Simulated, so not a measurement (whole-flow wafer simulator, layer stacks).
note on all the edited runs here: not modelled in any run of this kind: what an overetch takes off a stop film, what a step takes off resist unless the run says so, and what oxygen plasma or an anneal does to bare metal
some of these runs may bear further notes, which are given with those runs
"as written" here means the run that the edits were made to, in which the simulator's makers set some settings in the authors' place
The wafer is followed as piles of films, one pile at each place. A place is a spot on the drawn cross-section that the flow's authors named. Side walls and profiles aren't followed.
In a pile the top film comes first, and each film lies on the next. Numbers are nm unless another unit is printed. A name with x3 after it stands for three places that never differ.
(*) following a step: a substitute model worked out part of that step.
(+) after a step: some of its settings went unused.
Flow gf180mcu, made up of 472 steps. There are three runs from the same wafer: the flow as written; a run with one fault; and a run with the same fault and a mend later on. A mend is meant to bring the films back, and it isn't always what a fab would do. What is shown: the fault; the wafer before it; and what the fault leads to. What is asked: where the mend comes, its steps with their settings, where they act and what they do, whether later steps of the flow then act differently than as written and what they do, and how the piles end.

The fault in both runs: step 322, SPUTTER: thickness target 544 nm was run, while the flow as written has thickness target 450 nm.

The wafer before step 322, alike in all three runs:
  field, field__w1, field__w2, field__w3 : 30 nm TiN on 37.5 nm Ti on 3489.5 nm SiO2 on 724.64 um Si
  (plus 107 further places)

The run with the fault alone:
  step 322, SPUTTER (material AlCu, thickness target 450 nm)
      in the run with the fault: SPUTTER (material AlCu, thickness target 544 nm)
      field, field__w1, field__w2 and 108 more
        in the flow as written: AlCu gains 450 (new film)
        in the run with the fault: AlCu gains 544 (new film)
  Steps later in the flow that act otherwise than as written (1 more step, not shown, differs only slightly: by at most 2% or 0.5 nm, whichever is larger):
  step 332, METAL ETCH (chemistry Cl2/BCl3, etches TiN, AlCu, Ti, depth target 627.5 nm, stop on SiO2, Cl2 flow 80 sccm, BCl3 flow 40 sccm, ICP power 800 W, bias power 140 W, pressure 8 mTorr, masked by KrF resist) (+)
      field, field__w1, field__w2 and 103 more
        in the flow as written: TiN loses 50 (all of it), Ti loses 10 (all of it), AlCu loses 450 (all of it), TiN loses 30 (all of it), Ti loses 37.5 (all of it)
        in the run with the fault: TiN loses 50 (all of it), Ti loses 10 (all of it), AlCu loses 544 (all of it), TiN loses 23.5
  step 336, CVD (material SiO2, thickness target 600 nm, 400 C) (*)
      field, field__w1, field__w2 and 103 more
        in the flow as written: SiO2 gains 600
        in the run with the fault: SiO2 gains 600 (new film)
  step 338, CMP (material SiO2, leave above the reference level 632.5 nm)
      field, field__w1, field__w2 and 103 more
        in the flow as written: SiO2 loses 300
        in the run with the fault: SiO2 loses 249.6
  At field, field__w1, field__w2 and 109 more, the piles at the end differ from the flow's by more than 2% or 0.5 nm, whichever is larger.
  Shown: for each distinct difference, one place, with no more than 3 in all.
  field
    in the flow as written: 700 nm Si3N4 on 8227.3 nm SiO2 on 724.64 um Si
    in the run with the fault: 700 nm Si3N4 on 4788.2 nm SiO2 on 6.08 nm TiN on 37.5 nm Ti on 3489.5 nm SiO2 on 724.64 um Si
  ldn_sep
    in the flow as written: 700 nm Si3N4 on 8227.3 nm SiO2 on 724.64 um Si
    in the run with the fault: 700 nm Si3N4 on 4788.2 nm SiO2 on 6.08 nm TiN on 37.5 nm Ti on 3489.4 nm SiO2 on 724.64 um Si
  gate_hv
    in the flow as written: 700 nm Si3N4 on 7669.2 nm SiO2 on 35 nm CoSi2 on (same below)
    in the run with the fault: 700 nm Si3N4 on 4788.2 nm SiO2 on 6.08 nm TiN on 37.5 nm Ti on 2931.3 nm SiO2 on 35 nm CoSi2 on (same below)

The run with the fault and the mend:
  The mend follows step 322.
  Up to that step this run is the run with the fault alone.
  step 322a, METAL ETCH (chemistry Cl2/BCl3, etches TiN, AlCu, Ti, depth target 94 nm, Cl2 flow 80 sccm, BCl3 flow 40 sccm, ICP power 800 W, bias power 140 W, pressure 8 mTorr) (a further turn of the flow's step 260, with different settings)
      field, field__w1, field__w2 and 108 more
        AlCu loses 94
  Every later step of the flow that is run acts as written at every place that is followed.
  The piles end the same as the flow's at every place that both follow.
